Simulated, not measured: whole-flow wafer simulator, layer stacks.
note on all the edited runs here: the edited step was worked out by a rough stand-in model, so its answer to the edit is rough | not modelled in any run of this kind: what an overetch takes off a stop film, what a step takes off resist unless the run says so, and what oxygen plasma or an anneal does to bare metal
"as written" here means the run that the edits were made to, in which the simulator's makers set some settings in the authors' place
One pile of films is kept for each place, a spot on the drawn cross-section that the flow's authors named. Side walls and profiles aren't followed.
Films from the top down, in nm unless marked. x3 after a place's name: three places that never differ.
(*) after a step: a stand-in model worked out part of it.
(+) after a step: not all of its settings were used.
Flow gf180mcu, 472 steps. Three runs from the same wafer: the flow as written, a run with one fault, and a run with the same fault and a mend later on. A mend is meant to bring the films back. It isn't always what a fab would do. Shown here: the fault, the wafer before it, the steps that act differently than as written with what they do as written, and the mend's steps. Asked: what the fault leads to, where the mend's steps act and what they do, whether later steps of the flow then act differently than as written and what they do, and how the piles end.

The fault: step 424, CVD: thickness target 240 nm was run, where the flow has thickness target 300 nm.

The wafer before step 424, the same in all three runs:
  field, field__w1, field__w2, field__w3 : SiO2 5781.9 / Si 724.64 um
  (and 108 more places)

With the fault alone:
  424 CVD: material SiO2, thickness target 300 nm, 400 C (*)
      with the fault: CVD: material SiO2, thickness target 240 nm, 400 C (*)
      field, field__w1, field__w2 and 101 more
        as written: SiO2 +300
        with the fault: SiO2 +240
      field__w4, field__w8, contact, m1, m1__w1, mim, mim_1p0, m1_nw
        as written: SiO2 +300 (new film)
        with the fault: SiO2 +240 (new film)
  Later steps of the flow that act differently than as written (3 more steps differ only slightly, by at most 2% or 0.5 nm, whichever is larger, and aren't shown):
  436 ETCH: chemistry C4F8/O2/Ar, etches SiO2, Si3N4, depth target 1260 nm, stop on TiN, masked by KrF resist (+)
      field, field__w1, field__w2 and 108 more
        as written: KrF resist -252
        with the fault: KrF resist -243.4
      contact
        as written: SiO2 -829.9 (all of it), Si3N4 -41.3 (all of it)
        with the fault: SiO2 -769.9 (all of it), Si3N4 -41.3 (all of it)
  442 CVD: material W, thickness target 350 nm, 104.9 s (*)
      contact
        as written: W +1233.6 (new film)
        with the fault: W +1173.1 (new film)
  At the end the piles differ from the flow's by more than 2% or 0.5 nm, whichever is larger, at field__w4, field__w8, contact, m1, m1__w1, mim, mim_1p0, m1_nw.
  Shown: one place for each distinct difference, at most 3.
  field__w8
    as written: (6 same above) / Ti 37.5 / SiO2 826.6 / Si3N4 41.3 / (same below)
    with the fault: (6 same above) / Ti 37.5 / SiO2 766.6 / Si3N4 41.3 / (same below)
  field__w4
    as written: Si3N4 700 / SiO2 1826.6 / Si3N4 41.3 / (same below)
    with the fault: Si3N4 700 / SiO2 1766.6 / Si3N4 41.3 / (same below)
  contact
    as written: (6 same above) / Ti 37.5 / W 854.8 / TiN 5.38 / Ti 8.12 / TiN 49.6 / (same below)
    with the fault: (6 same above) / Ti 37.5 / W 794.3 / TiN 5.57 / Ti 8.4 / TiN 49.6 / (same below)

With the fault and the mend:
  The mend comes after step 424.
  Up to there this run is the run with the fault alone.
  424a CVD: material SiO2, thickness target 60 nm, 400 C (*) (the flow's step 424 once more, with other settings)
      field, field__w1, field__w2 and 109 more
        SiO2 +60
  No later step of the flow acts differently than as written at any place that is followed.
  At the end the piles are the same as the flow's at every place that both follow.
